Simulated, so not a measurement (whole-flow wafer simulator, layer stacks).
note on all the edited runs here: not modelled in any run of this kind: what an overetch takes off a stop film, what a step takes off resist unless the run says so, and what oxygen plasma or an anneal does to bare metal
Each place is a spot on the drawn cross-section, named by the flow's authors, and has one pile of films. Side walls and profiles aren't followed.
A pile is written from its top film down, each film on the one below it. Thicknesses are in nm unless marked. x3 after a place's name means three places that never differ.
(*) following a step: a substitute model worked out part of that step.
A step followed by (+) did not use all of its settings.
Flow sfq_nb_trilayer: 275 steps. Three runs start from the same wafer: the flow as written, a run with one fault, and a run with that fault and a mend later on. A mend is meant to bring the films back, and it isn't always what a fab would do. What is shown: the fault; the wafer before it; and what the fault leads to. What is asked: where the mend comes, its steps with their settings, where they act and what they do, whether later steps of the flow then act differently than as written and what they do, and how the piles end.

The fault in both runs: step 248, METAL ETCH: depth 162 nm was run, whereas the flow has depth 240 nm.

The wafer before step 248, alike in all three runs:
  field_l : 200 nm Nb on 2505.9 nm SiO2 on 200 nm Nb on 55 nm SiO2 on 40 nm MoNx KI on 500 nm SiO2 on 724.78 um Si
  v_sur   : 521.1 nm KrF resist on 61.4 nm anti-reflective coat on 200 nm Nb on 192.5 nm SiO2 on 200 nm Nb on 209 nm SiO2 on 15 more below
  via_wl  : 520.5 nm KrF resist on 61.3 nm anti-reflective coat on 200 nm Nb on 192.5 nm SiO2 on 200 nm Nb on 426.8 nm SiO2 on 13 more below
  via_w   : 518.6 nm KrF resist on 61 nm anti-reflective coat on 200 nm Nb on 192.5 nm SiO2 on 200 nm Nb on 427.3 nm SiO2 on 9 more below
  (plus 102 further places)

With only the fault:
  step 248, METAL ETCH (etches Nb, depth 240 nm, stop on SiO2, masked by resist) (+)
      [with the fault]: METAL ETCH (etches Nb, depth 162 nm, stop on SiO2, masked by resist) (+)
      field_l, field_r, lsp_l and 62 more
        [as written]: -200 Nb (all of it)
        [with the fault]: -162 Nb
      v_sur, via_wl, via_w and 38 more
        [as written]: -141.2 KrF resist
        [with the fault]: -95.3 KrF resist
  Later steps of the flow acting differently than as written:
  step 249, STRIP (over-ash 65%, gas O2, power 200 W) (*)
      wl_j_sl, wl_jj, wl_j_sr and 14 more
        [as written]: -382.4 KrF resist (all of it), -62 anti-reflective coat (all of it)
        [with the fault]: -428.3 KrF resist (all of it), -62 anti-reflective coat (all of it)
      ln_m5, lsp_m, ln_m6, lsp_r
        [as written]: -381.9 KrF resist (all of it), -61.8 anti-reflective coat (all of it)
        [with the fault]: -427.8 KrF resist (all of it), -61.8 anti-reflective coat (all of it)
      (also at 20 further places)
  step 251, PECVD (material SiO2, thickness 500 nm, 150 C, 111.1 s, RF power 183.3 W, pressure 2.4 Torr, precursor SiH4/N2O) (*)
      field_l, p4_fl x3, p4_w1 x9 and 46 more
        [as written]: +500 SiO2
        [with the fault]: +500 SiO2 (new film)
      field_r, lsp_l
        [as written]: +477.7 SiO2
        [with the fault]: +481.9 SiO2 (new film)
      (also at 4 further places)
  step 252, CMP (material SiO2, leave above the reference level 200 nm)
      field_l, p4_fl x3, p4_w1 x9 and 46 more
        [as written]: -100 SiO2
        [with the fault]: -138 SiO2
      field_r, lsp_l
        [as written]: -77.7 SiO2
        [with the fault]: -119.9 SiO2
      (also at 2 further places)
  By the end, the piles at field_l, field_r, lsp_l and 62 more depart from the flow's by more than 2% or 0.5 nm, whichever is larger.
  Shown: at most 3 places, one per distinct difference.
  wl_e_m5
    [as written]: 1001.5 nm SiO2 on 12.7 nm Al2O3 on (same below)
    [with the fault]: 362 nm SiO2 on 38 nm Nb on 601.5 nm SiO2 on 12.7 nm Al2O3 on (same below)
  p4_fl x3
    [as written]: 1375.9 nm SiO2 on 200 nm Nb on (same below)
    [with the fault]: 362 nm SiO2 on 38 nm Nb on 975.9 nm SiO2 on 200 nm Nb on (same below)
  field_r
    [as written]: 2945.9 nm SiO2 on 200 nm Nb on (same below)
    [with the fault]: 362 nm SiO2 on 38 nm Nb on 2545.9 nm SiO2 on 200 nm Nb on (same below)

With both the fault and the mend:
  After step 248 comes the mend.
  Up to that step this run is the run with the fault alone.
  step 248a, METAL ETCH (etches Nb, depth 78 nm, stop on SiO2, masked by resist) (+) (the flow's step 248 again, with other settings)
      field_l, field_r, lsp_l and 62 more
        -38 Nb (all of it)
      v_sur, via_wl, via_w and 38 more
        -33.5 KrF resist
  Later steps of the flow acting differently than as written:
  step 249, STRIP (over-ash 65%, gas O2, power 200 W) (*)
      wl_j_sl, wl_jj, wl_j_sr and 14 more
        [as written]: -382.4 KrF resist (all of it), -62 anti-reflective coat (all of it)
        [with the mend]: -394.7 KrF resist (all of it), -62 anti-reflective coat (all of it)
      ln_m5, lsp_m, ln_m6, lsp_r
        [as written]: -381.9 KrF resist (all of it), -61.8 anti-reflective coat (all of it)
        [with the mend]: -394.3 KrF resist (all of it), -61.8 anti-reflective coat (all of it)
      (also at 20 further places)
  At every place that both follow, the piles at the end match the flow's.
